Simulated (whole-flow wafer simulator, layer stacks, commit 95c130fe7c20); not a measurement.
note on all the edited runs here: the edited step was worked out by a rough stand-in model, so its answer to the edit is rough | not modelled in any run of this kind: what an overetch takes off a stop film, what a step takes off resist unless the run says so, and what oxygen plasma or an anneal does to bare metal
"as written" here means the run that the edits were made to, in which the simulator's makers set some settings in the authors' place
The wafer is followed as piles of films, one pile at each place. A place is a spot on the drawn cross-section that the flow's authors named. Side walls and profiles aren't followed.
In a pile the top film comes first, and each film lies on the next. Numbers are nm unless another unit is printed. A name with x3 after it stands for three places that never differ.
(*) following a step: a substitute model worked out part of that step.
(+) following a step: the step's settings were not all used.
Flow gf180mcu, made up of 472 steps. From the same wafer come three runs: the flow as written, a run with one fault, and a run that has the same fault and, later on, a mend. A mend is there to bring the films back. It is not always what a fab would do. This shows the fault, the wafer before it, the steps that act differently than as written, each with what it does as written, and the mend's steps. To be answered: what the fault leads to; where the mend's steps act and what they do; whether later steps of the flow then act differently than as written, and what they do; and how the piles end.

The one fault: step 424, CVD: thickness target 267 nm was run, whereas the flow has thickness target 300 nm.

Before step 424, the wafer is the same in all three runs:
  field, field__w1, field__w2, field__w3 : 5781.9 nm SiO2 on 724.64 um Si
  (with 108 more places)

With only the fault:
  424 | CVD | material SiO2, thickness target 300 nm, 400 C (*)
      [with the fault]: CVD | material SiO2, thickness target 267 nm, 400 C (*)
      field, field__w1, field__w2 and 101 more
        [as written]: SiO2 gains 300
        [with the fault]: SiO2 gains 267
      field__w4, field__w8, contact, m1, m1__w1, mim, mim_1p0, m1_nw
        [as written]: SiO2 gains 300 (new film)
        [with the fault]: SiO2 gains 267 (new film)
  Steps further on in the flow that do not act as written (3 other steps are not shown; they differ only slightly, by no more than 2% or 0.5 nm, whichever is larger):
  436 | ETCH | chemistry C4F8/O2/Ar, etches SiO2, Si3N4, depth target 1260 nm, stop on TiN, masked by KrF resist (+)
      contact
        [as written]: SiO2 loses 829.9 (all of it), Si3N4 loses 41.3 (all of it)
        [with the fault]: SiO2 loses 796.9 (all of it), Si3N4 loses 41.3 (all of it)
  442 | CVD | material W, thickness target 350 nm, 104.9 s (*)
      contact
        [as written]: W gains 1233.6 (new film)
        [with the fault]: W gains 1200.3 (new film)
  The piles end different from the flow's at field__w8, contact, m1, m1__w1, mim, m1_nw by more than 2% or 0.5 nm, whichever is larger.
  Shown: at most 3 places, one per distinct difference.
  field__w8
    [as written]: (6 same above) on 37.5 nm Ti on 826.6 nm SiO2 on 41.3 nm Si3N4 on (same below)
    [with the fault]: (6 same above) on 37.5 nm Ti on 793.6 nm SiO2 on 41.3 nm Si3N4 on (same below)
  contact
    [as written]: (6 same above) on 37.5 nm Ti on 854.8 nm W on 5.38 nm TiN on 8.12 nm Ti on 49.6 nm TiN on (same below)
    [with the fault]: (6 same above) on 37.5 nm Ti on 821.5 nm W on 5.48 nm TiN on 8.27 nm Ti on 49.6 nm TiN on (same below)
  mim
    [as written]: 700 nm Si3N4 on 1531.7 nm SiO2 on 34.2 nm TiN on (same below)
    [with the fault]: 700 nm Si3N4 on 1498.7 nm SiO2 on 34.2 nm TiN on (same below)

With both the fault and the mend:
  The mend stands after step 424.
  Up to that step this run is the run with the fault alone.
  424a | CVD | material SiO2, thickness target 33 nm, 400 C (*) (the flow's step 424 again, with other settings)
      field, field__w1, field__w2 and 109 more
        SiO2 gains 33
  None of the later steps of the flow acts differently than as written at any place that is followed.
  The piles end the same as the flow's at every place that both follow.
